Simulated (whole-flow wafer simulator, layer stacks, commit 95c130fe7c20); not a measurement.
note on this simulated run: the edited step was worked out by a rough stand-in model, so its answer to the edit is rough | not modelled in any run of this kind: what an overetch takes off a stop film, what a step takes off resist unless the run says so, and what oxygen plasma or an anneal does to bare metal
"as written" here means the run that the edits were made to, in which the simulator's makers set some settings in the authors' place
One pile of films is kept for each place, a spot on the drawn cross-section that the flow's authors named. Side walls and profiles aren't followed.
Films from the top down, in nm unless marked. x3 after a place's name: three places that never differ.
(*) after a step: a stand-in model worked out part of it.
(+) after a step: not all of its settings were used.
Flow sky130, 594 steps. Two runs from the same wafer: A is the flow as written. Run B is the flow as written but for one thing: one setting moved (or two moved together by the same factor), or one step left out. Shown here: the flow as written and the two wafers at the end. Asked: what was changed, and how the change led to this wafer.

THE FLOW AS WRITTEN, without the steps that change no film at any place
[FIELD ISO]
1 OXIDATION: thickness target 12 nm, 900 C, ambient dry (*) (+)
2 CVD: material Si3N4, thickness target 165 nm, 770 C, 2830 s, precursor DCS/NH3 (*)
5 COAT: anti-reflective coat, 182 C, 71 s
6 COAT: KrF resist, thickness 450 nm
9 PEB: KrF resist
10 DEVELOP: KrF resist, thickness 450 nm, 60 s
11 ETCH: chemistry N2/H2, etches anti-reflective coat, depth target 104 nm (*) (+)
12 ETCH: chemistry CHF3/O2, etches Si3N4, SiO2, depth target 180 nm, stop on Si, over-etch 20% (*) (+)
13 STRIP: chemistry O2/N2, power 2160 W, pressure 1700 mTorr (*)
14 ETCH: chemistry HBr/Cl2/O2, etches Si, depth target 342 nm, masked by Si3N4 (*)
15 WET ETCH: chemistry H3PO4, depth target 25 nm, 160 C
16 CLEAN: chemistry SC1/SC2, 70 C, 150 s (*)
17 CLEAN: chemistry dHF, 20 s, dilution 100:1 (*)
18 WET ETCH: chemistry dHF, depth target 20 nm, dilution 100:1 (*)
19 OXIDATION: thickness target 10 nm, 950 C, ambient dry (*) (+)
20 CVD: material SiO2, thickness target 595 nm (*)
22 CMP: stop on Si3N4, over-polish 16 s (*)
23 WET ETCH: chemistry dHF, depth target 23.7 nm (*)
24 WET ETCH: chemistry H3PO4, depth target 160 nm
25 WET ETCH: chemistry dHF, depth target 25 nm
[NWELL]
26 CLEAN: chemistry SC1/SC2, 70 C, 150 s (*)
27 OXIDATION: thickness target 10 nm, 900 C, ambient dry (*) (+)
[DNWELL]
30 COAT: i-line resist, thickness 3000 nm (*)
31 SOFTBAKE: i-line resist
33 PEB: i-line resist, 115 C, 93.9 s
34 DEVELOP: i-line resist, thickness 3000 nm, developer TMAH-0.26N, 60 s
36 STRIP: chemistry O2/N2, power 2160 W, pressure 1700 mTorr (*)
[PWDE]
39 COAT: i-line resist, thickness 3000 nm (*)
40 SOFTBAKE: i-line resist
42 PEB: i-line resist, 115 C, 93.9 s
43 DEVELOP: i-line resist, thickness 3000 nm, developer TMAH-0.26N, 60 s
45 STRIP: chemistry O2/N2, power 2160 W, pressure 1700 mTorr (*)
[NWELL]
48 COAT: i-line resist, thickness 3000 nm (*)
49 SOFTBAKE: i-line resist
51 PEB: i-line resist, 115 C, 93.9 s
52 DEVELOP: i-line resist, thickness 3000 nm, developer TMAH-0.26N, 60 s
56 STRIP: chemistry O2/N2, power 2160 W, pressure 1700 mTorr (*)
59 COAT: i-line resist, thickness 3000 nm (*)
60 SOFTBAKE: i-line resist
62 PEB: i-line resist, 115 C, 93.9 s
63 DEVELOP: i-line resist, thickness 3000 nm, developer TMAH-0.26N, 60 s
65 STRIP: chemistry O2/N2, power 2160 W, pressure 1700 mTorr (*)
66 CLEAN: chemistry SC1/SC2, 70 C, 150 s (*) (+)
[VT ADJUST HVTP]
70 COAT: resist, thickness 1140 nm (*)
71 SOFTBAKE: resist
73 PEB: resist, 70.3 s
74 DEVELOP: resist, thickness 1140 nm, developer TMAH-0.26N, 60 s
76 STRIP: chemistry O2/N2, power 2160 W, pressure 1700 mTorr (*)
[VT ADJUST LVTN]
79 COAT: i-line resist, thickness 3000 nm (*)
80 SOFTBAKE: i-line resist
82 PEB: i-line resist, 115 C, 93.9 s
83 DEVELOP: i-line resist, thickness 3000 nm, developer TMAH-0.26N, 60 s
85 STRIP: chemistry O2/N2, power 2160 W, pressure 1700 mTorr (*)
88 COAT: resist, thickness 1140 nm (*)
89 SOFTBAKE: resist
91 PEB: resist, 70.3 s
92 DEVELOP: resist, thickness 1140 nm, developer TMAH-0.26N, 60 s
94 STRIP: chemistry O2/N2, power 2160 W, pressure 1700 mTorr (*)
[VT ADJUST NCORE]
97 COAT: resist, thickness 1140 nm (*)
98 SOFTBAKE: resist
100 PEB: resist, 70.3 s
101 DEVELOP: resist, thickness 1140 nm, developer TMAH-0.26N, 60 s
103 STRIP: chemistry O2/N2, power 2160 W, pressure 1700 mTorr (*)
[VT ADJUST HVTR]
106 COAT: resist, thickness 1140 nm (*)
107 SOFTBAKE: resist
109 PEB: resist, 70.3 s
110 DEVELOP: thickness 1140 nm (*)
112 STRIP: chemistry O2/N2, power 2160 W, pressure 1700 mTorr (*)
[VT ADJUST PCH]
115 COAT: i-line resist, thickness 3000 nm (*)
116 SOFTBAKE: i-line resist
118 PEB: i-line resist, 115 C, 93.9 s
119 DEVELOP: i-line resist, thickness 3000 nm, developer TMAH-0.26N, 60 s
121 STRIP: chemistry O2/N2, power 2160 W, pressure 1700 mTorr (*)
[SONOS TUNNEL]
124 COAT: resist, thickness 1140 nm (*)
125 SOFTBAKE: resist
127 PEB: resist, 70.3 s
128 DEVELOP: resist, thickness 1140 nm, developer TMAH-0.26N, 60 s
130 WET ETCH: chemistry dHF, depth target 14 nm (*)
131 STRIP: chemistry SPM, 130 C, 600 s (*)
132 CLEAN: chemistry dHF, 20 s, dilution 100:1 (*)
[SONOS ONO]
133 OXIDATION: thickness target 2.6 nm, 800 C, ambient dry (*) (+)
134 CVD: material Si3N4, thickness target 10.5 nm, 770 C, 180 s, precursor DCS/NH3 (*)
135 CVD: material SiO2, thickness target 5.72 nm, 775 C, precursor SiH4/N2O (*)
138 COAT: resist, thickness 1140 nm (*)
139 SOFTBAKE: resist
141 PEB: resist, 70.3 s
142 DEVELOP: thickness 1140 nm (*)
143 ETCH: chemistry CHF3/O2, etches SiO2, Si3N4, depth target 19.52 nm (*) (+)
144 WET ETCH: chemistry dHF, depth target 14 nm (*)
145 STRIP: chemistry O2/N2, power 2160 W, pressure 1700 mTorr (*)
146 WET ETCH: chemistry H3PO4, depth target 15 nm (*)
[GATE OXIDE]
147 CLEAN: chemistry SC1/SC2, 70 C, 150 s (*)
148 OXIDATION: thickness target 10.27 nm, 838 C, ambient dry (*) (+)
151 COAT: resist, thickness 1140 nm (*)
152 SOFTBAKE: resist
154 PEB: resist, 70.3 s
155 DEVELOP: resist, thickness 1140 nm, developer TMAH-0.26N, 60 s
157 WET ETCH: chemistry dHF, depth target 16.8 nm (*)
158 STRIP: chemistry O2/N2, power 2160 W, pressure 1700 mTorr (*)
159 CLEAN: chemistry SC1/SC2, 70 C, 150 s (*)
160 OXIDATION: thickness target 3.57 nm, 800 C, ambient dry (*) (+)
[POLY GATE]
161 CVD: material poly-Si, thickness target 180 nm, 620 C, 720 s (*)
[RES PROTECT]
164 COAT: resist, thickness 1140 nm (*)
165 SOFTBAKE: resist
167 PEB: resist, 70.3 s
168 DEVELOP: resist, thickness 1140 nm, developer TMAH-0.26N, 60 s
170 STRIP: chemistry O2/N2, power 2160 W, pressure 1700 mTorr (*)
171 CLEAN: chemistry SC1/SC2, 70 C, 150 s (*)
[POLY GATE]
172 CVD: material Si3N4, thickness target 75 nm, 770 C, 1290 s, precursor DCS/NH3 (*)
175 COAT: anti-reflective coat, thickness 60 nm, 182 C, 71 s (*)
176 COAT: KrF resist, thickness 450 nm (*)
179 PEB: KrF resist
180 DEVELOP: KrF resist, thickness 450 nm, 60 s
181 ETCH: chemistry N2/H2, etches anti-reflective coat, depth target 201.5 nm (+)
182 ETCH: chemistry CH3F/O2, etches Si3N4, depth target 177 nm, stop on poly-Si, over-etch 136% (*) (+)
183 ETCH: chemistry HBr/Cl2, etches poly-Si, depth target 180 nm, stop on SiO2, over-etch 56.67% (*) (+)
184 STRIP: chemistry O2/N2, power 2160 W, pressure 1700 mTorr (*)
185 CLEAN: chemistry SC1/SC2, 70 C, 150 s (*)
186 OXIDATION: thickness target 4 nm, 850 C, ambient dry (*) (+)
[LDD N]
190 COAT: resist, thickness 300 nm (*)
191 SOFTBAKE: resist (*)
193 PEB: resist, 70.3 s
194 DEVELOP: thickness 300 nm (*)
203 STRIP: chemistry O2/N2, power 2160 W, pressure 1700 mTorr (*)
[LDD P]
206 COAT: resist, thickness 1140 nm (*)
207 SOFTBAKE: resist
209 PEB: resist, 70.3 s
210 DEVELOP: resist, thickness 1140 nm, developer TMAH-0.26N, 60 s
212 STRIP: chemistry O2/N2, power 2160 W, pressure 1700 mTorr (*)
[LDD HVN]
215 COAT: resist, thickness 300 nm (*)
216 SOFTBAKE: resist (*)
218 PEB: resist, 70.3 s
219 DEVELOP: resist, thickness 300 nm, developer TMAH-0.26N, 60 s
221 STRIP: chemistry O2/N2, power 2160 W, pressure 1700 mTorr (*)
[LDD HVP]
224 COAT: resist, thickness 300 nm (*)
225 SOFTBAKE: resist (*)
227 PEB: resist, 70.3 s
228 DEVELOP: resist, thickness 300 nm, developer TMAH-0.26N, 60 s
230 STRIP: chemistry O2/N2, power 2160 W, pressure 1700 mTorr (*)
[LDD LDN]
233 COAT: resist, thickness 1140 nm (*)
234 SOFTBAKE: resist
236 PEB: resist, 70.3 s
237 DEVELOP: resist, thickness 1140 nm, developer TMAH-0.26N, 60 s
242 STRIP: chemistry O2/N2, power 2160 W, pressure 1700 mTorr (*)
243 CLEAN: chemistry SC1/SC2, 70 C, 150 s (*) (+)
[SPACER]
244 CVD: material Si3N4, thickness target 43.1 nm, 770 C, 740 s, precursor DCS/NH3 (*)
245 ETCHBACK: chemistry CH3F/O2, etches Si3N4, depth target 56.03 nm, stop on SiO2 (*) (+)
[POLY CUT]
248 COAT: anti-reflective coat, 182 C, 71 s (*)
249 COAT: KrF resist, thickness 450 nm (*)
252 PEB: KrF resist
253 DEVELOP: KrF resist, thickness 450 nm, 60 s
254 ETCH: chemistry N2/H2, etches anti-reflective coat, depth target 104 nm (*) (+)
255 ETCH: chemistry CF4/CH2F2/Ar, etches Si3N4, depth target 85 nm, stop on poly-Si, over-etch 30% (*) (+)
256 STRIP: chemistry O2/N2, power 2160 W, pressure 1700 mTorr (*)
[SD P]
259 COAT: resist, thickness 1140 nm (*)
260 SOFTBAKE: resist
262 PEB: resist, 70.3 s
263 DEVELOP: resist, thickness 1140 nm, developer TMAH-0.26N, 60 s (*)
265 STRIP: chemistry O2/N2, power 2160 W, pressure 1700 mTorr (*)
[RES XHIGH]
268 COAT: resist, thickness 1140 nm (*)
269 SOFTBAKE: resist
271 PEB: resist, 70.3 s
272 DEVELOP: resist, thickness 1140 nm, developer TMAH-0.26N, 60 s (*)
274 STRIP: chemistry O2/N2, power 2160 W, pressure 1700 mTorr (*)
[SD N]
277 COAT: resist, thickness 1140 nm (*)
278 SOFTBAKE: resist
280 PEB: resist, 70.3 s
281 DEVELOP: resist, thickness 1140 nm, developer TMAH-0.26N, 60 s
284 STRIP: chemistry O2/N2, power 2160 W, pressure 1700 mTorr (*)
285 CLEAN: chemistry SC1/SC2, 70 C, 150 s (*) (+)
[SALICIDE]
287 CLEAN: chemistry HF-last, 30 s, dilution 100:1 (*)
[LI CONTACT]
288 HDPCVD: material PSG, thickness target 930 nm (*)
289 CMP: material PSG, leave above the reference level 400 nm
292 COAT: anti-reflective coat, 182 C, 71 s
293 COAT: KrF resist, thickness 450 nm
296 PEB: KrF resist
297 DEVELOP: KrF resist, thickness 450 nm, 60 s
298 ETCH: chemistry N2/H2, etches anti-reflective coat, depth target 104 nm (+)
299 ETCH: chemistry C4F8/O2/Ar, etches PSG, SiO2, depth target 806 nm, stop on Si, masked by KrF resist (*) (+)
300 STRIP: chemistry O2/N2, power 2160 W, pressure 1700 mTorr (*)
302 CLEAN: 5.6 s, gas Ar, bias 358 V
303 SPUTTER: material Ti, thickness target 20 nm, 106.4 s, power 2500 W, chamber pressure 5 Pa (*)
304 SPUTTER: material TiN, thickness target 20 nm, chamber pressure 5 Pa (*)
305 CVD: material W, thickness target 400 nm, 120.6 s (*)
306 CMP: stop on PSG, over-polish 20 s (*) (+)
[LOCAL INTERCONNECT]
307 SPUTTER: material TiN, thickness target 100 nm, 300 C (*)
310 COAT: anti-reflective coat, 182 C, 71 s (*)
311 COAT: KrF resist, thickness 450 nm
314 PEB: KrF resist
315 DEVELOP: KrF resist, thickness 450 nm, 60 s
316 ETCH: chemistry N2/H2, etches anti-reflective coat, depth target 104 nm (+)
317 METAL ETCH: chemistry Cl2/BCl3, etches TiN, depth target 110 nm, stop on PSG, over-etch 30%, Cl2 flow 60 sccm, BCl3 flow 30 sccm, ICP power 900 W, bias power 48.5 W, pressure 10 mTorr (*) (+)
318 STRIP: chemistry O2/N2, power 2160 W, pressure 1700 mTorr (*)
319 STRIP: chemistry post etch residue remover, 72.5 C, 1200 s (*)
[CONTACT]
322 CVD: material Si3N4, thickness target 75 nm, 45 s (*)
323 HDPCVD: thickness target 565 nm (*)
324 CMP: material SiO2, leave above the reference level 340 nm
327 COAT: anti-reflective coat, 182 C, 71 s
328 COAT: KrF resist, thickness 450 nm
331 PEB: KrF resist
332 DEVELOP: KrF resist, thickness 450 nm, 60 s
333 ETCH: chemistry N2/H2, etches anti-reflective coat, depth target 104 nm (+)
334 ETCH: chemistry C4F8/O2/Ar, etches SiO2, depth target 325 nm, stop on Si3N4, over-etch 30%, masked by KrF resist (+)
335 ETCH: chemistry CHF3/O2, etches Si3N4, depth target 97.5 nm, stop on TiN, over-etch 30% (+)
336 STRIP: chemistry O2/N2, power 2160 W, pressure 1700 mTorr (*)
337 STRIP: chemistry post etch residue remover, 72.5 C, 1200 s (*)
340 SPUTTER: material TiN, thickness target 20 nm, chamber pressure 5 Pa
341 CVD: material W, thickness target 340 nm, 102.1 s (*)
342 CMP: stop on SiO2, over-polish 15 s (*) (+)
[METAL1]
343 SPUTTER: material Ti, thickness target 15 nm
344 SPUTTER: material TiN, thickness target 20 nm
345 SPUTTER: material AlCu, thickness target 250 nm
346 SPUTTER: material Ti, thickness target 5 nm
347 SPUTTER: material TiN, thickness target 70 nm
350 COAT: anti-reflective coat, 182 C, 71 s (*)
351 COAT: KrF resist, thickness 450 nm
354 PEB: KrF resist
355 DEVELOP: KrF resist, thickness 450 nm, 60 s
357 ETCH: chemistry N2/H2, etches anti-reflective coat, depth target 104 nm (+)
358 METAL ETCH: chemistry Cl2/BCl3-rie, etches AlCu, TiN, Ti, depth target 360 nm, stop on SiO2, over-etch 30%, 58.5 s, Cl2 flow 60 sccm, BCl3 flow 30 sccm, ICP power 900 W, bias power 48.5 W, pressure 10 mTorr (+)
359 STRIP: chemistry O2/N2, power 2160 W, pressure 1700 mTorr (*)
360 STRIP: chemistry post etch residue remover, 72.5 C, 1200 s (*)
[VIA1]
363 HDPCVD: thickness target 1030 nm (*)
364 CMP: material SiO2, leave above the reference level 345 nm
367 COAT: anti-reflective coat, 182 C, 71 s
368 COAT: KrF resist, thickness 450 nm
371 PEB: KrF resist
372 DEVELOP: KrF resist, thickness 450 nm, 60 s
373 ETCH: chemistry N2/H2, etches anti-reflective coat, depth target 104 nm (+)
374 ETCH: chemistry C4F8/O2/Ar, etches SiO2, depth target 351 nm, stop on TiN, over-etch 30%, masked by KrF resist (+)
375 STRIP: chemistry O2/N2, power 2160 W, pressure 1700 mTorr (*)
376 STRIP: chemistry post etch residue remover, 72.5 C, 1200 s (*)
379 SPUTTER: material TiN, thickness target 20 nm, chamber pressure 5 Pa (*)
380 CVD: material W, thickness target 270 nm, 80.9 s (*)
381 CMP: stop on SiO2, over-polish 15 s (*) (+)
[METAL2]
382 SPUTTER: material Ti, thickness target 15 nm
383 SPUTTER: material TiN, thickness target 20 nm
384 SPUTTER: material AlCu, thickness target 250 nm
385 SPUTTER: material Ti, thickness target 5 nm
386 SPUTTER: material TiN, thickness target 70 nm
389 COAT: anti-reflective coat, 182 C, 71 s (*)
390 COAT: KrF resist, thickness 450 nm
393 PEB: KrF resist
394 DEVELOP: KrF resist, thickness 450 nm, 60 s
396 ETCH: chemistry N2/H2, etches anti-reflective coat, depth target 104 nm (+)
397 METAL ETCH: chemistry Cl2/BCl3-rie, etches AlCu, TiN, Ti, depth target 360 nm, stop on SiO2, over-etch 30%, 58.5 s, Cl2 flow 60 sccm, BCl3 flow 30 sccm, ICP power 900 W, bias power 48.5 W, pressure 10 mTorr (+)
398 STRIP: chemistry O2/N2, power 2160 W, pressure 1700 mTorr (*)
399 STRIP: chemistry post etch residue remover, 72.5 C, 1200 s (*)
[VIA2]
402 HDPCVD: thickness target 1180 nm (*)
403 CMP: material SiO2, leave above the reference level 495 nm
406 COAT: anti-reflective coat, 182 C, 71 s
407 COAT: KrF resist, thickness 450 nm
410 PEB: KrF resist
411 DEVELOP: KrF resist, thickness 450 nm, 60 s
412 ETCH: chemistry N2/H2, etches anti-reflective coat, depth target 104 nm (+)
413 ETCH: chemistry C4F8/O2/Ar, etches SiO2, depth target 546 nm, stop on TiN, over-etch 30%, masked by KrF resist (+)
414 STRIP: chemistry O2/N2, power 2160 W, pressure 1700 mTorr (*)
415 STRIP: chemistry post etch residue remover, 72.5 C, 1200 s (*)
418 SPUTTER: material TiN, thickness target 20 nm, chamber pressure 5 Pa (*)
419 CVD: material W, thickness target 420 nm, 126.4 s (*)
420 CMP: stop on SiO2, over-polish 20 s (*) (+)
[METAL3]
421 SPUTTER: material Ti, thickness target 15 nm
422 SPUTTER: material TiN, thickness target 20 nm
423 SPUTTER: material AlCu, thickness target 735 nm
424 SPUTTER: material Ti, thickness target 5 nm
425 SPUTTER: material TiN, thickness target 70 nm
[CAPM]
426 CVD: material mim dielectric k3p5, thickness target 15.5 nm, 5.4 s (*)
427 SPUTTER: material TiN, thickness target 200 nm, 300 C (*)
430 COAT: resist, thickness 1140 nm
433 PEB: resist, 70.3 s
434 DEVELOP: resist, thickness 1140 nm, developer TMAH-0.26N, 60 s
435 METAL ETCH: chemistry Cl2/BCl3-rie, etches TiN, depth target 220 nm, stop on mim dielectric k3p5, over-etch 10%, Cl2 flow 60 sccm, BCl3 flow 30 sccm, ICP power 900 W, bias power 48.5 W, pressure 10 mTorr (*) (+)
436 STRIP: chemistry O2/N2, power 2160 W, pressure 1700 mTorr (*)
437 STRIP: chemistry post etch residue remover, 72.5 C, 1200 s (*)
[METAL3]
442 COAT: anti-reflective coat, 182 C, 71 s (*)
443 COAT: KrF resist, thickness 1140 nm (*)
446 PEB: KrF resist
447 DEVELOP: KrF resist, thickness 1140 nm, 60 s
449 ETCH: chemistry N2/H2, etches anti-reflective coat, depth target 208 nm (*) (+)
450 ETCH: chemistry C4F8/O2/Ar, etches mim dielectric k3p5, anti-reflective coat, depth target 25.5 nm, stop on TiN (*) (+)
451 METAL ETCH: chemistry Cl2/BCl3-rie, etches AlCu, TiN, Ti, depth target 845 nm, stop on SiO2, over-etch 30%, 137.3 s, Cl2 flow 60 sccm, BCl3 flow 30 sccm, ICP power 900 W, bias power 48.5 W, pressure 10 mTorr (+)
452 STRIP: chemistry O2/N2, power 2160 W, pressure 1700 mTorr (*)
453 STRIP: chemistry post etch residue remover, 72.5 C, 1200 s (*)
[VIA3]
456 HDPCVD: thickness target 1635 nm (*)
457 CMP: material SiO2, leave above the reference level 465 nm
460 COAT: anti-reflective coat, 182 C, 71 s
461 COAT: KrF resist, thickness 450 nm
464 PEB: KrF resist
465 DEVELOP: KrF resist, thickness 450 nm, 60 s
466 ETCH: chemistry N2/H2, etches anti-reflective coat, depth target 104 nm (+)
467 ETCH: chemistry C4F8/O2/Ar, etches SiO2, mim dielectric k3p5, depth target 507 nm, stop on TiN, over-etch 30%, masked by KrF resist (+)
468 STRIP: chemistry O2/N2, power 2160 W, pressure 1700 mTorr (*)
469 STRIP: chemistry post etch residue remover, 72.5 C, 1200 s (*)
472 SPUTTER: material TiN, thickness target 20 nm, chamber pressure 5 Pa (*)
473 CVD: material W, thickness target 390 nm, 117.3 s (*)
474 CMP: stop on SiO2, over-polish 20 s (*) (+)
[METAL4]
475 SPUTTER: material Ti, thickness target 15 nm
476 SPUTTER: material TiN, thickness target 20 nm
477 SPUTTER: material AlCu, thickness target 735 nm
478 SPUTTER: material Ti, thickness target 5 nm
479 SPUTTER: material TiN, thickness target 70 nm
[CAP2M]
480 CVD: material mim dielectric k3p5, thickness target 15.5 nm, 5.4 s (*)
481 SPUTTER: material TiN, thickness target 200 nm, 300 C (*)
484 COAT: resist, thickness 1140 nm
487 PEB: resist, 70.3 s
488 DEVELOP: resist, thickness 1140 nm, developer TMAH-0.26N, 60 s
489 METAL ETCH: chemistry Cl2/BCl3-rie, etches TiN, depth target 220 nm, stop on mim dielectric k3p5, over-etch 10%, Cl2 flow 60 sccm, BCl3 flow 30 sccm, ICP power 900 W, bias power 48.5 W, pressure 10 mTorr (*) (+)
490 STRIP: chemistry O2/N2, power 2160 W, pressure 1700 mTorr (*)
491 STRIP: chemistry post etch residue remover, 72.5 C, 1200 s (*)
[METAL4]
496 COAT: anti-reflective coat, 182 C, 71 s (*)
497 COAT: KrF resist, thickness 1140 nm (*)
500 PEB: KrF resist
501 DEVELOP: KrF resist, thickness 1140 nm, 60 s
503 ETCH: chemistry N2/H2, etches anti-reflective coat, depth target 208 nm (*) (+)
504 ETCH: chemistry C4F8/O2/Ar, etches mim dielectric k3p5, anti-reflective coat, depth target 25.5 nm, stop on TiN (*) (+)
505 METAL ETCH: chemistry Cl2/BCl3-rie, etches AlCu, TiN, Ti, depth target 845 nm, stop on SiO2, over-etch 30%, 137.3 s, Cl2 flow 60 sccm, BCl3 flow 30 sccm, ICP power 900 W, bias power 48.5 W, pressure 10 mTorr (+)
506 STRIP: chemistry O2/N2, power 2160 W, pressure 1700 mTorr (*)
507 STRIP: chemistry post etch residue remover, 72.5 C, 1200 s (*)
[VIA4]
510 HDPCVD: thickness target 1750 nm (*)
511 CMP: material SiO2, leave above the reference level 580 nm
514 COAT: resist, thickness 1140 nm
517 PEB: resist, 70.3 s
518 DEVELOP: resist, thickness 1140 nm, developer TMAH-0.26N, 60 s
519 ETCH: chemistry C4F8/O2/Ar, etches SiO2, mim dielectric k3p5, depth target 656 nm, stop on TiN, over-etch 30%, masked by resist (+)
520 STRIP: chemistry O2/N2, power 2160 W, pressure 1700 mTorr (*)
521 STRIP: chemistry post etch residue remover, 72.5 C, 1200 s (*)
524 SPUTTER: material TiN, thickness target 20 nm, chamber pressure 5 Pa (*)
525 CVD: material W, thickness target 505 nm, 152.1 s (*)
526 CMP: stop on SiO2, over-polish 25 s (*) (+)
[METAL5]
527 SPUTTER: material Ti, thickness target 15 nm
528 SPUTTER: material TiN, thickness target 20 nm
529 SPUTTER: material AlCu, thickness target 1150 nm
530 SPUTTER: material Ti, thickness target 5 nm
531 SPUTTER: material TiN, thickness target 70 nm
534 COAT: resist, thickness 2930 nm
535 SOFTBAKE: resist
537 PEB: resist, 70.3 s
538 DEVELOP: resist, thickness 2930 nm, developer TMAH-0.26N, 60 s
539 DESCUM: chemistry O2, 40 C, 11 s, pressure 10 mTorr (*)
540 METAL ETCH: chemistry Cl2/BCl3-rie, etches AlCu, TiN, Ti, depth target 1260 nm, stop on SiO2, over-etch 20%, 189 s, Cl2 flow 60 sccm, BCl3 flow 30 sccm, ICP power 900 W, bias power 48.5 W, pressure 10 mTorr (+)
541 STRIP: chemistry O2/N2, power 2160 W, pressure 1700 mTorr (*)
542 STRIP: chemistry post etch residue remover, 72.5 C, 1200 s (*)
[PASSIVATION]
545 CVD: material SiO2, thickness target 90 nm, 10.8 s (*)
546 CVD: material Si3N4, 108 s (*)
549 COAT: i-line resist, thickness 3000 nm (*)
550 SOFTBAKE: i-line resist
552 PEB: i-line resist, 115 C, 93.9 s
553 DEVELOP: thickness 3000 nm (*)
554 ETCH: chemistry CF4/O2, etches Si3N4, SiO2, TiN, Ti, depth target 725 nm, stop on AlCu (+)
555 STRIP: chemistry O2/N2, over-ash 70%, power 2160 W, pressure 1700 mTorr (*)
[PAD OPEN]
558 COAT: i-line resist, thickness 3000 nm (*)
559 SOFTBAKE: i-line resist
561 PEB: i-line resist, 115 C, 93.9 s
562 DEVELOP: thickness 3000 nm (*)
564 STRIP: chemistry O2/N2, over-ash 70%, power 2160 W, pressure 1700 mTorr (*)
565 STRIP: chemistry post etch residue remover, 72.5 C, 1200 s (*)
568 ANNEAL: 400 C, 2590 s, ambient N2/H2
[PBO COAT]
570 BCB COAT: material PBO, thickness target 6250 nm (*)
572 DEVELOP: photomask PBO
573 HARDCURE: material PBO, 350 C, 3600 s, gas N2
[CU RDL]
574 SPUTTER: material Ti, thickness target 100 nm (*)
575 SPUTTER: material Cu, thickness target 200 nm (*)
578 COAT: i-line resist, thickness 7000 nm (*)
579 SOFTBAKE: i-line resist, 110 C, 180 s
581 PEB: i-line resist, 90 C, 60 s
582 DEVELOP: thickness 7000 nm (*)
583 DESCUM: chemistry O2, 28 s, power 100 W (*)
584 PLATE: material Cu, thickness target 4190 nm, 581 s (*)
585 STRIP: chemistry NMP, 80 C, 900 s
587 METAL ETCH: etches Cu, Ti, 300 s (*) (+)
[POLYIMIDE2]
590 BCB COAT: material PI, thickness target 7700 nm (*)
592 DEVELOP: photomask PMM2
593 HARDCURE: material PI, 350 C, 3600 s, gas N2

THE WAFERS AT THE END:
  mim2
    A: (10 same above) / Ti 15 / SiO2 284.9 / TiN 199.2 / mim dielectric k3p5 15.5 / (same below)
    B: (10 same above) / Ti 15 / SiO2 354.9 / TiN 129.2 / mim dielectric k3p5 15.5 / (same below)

The cause: step 481, SPUTTER: thickness target 130 nm was run, where the flow has thickness target 200 nm.

How the change led to this, step by step:
  481 SPUTTER: material TiN, thickness target 200 nm, 300 C (*)
      field, active, n_well and 189 more: A TiN +200 (new film) | B TiN +130 (new film)
  489 METAL ETCH: chemistry Cl2/BCl3-rie, etches TiN, depth target 220 nm, stop on mim dielectric k3p5, over-etch 10%, Cl2 flow 60 sccm, BCl3 flow 30 sccm, ICP power 900 W, bias power 48.5 W, pressure 10 mTorr (*) (+)
      field, active, n_well and 188 more: A TiN -200 (all of it) | B TiN -130 (all of it)
      mim2: A resist -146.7 | B resist -95.3
  490 STRIP: chemistry O2/N2, power 2160 W, pressure 1700 mTorr (*)
      mim2: A resist -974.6 (all of it) | B resist -1025.9 (all of it)
  496 COAT: anti-reflective coat, 182 C, 71 s (*)
      iso_guard__w2: A anti-reflective coat +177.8 (new film) | B anti-reflective coat +132.2 (new film)
      mim2: A anti-reflective coat +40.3 (new film) | B anti-reflective coat +29.5 (new film)
  497 COAT: KrF resist, thickness 1140 nm (*)
      iso_guard__w2: A KrF resist +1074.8 (new film) | B KrF resist +1105.5 (new film)
      mim2: A KrF resist +1018.9 (new film) | B KrF resist +1081.4 (new film)
  506 STRIP: chemistry O2/N2, power 2160 W, pressure 1700 mTorr (*)
      iso_guard__w2: A KrF resist -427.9 (all of it), anti-reflective coat -177.8 (all of it) | B KrF resist -458.5 (all of it), anti-reflective coat -132.2 (all of it)
      mim2: A KrF resist -372.1 (all of it), anti-reflective coat -40.3 (all of it) | B KrF resist -434.4 (all of it), anti-reflective coat -29.5 (all of it)
  511 CMP: material SiO2, leave above the reference level 580 nm
      mim2: A SiO2 -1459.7 | B SiO2 -1389.7
